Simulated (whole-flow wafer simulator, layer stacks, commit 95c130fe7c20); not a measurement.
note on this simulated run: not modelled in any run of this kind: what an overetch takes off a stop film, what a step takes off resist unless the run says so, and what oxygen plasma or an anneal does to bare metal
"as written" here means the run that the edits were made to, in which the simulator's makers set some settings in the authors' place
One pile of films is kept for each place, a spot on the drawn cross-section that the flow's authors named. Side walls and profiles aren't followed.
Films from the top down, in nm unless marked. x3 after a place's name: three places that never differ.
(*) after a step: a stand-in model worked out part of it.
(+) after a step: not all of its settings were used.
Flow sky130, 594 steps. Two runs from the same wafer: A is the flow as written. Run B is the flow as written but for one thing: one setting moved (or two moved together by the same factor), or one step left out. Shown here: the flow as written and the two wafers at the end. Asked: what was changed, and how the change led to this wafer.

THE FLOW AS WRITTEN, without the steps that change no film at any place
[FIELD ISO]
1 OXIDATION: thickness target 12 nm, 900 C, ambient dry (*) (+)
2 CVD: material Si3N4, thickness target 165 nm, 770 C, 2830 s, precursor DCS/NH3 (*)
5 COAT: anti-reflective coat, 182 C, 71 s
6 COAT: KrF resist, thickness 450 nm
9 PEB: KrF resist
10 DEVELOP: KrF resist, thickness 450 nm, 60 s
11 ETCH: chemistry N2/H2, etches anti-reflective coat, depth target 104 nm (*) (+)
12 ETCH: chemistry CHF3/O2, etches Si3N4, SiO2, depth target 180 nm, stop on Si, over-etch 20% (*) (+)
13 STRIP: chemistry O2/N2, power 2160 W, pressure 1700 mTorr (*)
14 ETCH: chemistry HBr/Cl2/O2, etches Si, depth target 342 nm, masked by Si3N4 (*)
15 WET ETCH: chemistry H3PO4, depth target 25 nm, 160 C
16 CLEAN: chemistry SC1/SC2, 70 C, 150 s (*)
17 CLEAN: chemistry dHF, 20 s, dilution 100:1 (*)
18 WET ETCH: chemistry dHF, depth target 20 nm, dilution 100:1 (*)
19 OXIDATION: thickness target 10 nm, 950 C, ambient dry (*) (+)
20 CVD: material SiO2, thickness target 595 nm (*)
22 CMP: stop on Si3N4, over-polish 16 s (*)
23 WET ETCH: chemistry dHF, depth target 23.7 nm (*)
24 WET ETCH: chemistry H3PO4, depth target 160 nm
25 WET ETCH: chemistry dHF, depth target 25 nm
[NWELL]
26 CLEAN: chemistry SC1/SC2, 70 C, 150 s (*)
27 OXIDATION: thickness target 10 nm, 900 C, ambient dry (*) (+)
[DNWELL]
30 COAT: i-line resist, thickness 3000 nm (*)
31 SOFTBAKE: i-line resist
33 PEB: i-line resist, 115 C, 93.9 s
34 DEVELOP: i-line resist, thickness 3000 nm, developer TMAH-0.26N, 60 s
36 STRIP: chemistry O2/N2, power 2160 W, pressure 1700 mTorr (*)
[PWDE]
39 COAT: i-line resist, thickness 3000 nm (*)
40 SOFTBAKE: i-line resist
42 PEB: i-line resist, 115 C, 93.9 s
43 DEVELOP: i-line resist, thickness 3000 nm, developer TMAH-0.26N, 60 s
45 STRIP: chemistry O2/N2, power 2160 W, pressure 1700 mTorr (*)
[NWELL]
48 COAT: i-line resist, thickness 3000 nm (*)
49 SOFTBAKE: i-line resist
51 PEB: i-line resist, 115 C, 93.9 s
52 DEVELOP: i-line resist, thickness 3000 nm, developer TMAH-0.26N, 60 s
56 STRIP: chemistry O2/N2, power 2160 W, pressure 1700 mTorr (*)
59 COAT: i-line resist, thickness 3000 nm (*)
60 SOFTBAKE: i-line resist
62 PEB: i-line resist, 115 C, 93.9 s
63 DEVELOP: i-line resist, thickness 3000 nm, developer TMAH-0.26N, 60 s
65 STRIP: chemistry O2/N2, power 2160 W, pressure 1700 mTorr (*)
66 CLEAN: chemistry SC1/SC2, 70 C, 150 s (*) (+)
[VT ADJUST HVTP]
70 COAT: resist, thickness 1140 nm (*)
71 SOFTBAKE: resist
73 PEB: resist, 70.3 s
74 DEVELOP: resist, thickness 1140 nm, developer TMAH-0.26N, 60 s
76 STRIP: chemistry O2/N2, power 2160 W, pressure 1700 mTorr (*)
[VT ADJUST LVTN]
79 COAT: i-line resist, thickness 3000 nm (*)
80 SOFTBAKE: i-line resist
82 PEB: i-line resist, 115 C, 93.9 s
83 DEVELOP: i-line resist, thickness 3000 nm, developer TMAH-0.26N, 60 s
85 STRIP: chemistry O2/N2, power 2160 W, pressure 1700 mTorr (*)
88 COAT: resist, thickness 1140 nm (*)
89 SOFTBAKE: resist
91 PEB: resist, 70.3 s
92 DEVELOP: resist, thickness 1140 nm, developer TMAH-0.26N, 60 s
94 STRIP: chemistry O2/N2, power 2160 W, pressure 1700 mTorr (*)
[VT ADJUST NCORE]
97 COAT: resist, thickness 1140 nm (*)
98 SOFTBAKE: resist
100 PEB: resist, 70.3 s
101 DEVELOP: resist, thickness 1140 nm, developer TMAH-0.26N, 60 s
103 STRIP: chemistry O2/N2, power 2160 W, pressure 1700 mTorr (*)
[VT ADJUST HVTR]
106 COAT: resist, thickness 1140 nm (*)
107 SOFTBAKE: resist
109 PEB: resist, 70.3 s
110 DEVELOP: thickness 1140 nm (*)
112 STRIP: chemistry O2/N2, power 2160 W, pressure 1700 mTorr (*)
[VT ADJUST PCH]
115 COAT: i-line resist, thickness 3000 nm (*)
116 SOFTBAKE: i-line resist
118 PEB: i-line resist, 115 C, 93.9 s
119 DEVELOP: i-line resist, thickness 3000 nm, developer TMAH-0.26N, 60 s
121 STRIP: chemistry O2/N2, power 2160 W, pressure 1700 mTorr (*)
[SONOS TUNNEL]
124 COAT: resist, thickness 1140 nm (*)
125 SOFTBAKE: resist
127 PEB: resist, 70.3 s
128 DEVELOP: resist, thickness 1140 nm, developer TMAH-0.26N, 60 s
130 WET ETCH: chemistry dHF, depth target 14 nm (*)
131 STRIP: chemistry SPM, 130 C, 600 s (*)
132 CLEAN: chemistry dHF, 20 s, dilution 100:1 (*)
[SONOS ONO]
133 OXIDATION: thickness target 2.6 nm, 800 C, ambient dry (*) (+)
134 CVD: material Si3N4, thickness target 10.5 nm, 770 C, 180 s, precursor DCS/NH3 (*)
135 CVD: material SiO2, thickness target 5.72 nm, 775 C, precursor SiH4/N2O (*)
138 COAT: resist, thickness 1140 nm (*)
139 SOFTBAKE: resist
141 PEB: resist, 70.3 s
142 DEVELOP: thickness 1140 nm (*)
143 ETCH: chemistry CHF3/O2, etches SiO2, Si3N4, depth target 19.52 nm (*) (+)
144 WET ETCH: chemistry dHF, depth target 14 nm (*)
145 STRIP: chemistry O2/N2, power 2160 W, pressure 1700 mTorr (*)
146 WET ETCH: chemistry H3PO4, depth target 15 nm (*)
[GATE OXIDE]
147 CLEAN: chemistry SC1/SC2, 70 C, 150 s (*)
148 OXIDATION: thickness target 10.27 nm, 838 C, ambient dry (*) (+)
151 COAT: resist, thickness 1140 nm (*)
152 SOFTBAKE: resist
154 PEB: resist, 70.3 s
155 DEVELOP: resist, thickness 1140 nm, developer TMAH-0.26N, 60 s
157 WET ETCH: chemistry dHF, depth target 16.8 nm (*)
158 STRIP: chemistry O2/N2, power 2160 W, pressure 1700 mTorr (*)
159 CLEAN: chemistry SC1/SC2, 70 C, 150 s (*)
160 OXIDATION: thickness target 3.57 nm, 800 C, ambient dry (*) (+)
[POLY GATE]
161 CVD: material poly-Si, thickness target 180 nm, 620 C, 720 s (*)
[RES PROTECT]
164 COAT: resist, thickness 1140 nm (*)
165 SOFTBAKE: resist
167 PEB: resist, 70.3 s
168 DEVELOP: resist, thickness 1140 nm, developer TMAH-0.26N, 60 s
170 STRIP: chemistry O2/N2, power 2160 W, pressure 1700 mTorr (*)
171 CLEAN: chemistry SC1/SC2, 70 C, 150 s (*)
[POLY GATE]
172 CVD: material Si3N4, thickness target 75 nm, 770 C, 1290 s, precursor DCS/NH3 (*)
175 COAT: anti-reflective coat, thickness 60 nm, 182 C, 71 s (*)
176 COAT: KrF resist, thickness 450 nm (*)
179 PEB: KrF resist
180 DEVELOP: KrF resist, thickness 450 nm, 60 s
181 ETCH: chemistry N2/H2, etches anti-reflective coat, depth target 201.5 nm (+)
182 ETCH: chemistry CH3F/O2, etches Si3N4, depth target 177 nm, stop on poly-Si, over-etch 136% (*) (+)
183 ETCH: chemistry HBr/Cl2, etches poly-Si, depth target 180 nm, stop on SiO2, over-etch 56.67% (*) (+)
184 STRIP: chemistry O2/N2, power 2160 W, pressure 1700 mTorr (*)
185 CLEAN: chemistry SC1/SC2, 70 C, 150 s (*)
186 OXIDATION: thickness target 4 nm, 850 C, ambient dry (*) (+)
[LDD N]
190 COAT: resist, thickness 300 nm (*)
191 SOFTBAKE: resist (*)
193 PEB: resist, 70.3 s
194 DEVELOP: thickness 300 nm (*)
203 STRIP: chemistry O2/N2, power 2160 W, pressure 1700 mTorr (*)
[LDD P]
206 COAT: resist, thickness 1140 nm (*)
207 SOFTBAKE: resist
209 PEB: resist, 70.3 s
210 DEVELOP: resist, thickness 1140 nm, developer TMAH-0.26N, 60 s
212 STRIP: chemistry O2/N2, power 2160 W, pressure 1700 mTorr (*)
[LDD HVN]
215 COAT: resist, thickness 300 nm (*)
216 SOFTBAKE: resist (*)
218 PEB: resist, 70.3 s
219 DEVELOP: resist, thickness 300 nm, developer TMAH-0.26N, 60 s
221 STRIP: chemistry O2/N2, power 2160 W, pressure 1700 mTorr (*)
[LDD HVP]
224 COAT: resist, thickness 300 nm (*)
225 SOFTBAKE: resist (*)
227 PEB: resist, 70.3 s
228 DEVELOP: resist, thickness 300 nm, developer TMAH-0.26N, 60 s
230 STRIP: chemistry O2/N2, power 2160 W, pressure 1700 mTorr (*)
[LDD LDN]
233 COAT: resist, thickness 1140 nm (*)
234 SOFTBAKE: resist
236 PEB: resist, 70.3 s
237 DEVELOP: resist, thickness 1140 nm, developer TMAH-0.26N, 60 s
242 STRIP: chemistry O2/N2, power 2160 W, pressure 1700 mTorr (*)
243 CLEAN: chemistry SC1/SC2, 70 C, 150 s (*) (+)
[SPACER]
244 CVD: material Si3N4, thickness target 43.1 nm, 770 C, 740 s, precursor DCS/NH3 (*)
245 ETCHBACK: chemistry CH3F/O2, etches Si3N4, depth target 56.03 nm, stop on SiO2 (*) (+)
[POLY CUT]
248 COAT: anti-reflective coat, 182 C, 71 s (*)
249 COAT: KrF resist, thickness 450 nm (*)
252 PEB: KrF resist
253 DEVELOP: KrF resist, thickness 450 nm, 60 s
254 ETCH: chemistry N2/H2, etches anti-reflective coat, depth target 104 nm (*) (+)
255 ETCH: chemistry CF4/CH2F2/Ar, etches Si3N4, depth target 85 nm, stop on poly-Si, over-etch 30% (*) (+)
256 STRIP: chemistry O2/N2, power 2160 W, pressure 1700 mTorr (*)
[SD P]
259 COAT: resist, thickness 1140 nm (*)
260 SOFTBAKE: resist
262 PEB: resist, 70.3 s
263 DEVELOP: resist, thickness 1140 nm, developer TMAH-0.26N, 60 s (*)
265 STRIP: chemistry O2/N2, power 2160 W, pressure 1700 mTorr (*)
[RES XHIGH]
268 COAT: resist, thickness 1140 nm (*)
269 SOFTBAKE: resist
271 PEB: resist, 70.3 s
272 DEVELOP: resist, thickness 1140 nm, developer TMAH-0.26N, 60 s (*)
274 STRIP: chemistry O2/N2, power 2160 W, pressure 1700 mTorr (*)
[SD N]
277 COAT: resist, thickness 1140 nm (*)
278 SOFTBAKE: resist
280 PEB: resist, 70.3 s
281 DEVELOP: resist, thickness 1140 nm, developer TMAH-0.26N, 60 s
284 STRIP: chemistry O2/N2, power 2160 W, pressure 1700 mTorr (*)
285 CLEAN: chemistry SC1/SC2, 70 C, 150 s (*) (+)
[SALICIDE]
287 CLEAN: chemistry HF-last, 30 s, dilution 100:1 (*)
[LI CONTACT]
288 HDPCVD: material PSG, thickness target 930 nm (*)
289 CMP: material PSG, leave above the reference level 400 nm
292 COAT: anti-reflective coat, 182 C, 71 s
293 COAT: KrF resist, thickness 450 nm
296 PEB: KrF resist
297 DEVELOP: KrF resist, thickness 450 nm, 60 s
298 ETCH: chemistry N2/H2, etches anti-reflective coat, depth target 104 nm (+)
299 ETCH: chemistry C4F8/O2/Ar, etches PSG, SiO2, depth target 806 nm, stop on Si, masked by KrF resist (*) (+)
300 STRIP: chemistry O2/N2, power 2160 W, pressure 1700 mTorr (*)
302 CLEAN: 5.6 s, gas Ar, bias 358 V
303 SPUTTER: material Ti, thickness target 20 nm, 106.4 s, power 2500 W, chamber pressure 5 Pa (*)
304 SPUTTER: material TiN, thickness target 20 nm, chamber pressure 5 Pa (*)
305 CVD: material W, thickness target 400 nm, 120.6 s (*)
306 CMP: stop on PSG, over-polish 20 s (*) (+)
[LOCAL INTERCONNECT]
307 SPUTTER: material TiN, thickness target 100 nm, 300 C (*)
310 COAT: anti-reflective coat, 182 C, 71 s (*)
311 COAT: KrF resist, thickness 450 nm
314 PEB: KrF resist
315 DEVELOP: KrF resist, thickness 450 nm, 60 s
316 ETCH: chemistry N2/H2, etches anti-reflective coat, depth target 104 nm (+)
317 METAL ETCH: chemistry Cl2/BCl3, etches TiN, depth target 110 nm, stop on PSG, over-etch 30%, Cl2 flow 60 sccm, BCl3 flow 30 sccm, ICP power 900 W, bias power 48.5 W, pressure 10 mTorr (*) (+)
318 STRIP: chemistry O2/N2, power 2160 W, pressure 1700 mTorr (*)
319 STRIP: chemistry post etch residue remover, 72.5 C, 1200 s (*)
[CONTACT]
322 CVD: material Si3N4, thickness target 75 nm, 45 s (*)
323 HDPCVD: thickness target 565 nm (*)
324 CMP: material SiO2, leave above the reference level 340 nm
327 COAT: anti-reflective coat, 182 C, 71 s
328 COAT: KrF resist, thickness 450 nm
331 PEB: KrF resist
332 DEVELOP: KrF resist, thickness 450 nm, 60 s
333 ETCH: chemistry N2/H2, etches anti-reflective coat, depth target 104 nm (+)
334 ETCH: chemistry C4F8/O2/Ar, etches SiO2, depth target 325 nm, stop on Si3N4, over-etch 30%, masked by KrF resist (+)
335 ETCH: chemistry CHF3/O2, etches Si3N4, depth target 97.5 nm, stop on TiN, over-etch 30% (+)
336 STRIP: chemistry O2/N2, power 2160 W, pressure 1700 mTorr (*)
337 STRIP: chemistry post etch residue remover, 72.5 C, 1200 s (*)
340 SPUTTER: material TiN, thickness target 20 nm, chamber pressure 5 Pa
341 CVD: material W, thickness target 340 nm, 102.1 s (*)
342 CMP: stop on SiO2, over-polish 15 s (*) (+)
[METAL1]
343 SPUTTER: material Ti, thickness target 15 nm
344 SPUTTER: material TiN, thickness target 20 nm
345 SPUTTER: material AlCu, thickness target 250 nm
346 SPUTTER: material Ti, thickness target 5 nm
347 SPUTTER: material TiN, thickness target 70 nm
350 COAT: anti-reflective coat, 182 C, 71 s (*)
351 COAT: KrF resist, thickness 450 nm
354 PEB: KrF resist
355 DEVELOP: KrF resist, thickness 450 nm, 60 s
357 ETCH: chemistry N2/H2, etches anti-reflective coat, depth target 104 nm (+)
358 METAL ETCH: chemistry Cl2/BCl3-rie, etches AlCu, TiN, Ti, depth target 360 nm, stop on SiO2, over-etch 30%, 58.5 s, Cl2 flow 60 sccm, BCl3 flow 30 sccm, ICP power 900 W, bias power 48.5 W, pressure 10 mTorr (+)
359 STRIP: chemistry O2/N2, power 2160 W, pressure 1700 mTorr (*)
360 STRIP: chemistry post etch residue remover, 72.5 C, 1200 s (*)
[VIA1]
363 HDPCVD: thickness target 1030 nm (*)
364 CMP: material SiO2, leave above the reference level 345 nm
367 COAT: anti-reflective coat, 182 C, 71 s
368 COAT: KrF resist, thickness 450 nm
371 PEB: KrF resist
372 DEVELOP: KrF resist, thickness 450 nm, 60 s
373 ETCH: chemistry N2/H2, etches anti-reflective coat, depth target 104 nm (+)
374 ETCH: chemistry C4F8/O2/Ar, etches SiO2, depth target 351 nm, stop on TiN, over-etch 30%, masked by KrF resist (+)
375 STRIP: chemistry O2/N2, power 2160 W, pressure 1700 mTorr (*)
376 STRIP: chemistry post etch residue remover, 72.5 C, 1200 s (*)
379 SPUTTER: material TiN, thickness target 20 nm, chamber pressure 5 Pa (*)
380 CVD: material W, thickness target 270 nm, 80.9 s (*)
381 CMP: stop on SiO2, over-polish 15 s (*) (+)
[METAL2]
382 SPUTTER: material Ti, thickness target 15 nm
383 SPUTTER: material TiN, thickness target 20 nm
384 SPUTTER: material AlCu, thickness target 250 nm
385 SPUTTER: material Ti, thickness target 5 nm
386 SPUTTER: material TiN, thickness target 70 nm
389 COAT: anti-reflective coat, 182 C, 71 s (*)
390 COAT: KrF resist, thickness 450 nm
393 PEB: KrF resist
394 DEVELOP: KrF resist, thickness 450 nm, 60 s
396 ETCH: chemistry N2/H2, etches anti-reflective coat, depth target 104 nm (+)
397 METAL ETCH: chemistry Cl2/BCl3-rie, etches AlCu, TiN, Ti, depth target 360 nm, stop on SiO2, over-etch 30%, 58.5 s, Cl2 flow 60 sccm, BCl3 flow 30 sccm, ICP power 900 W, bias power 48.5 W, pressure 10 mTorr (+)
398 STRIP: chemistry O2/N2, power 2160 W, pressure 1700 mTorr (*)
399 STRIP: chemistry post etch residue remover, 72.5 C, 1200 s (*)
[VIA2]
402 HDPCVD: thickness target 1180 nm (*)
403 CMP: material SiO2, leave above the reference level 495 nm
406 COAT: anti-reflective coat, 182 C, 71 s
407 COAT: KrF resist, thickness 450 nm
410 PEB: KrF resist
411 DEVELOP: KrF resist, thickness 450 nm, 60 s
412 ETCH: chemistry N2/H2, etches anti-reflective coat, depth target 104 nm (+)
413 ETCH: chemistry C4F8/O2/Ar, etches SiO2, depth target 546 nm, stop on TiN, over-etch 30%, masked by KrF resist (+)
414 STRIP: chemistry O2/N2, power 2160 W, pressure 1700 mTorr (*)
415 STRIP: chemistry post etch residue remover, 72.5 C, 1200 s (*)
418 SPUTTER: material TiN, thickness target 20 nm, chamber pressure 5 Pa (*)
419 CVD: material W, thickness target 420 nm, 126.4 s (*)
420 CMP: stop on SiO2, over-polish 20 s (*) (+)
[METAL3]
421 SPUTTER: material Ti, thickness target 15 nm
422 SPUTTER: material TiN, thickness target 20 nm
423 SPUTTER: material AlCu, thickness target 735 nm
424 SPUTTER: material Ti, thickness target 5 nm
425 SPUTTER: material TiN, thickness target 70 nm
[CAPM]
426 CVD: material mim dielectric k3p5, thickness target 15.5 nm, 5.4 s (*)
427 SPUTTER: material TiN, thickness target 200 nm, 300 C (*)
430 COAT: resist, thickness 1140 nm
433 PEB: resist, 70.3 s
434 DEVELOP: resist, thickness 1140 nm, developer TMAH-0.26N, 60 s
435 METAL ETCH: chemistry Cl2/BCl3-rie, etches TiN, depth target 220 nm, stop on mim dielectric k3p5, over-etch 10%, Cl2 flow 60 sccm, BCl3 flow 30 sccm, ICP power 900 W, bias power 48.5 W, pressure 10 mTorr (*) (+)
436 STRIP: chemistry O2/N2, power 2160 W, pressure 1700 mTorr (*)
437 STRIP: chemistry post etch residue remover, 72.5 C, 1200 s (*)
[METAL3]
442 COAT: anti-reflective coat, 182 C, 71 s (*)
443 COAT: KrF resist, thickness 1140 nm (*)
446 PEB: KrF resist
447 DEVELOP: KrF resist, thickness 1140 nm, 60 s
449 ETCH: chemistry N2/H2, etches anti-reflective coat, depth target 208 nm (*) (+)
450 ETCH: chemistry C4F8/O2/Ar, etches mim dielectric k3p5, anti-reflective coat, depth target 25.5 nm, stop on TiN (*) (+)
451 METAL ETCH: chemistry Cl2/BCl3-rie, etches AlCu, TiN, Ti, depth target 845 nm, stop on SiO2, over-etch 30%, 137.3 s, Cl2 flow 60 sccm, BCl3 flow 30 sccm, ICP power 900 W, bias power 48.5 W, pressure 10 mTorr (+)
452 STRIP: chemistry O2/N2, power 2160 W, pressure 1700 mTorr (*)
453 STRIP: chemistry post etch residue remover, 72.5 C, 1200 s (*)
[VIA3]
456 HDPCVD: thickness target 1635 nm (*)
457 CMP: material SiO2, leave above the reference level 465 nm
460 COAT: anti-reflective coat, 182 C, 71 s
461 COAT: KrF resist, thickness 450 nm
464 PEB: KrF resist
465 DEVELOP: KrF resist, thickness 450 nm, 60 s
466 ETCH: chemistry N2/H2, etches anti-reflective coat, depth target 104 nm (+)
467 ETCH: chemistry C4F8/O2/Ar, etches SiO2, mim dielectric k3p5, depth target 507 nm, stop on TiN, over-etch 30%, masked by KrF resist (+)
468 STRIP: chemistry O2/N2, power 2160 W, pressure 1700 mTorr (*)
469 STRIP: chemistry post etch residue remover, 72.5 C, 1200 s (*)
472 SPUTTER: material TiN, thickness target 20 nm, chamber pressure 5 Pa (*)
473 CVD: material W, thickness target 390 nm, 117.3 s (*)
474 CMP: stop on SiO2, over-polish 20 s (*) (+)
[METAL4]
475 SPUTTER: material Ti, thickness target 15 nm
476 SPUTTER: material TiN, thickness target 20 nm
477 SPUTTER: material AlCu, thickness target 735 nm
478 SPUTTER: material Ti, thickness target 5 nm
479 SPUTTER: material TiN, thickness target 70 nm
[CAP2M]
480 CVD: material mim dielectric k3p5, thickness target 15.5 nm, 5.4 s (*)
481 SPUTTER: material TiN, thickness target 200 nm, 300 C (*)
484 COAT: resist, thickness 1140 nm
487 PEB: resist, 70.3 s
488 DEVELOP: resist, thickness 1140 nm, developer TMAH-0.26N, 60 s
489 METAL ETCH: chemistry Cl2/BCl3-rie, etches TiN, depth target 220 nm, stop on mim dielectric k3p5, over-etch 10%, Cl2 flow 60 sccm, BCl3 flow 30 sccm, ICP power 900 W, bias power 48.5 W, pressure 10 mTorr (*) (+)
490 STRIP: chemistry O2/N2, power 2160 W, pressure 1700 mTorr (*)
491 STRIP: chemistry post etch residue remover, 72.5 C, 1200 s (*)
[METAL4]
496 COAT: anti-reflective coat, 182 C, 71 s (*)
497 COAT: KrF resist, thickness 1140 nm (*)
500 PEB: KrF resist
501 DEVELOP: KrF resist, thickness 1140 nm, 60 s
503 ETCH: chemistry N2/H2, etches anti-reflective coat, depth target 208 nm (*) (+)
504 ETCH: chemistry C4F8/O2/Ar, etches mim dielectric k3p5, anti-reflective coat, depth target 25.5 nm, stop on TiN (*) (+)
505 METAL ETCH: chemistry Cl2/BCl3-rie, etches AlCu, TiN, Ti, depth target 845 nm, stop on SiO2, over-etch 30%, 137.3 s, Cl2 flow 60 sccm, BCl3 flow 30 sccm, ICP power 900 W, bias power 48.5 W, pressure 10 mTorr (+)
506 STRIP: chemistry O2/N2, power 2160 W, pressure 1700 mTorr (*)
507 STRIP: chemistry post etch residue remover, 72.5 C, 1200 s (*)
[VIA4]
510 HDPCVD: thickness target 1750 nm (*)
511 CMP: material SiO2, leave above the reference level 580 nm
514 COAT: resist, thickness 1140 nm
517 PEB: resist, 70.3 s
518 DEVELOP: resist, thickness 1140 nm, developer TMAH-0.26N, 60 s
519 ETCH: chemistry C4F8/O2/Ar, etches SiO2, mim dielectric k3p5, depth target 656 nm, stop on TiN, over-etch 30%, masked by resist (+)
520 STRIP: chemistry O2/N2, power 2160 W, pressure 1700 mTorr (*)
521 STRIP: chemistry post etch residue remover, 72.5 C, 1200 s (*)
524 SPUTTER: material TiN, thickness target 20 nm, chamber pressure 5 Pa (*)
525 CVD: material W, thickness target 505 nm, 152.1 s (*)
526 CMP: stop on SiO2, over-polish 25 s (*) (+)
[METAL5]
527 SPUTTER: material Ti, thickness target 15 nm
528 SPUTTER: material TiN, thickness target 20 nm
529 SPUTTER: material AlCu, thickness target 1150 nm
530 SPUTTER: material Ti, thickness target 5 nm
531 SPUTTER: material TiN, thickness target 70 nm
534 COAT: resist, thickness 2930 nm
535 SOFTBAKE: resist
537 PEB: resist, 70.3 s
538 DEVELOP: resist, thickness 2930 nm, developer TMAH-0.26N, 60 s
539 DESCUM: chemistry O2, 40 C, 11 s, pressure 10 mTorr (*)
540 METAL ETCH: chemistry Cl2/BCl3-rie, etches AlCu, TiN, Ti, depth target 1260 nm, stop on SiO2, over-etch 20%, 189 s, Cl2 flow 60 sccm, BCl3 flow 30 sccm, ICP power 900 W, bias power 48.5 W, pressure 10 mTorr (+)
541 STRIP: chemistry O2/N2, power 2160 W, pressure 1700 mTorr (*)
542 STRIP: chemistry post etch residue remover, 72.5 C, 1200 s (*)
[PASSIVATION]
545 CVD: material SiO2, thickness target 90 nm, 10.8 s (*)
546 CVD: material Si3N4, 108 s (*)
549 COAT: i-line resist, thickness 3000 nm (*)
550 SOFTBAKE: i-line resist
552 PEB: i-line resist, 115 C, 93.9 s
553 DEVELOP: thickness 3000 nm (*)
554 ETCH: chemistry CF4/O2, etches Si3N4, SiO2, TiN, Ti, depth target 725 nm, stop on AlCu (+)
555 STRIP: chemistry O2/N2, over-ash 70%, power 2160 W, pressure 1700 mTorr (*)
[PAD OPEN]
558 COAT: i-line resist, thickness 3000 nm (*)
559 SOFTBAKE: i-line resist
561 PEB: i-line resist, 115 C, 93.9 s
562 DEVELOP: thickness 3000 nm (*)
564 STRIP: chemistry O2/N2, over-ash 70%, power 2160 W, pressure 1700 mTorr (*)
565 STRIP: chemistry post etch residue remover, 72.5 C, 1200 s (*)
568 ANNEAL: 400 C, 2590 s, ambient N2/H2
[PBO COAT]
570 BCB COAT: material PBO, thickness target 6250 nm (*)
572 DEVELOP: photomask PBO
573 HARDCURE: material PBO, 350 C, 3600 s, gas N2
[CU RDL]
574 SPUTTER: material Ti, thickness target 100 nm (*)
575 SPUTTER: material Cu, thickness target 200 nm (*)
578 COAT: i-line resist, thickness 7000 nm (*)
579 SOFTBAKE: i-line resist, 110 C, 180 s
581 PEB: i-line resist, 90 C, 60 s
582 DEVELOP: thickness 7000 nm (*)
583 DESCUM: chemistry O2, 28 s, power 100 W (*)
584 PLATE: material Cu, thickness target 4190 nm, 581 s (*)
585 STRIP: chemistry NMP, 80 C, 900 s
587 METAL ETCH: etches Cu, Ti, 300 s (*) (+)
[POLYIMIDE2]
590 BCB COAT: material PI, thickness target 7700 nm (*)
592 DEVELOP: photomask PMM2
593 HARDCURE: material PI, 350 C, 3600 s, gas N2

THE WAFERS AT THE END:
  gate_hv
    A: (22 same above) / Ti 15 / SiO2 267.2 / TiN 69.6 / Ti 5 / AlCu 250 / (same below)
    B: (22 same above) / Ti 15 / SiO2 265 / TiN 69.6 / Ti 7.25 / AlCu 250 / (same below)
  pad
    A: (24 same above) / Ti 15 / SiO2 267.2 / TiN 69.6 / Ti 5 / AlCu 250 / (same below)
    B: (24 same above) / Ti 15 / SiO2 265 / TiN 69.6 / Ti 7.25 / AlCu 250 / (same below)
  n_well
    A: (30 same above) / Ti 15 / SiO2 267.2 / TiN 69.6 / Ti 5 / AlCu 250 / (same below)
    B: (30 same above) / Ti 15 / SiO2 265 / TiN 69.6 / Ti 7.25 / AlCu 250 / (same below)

The cause: step 346, SPUTTER: thickness target 7.25 nm was run, where the flow has thickness target 5 nm.
It can be read off the wafer: gate_hv has Ti 7.25, and step 346 as written asks for 5 nm.

How the change led to this, step by step:
  346 SPUTTER: material Ti, thickness target 5 nm
      field, active, n_well and 188 more: A Ti +5 (new film) | B Ti +7.25 (new film)
  358 METAL ETCH: chemistry Cl2/BCl3-rie, etches AlCu, TiN, Ti, depth target 360 nm, stop on SiO2, over-etch 30%, 58.5 s, Cl2 flow 60 sccm, BCl3 flow 30 sccm, ICP power 900 W, bias power 48.5 W, pressure 10 mTorr (+)
      field, active, gate and 81 more: A TiN -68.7 (all of it), Ti -5 (all of it), AlCu -250 (all of it), TiN -20 (all of it), Ti -15 (all of it), SiO2 -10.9 | B TiN -68.7 (all of it), Ti -7.25 (all of it), AlCu -250 (all of it), TiN -20 (all of it), Ti -15 (all of it), SiO2 -10.7
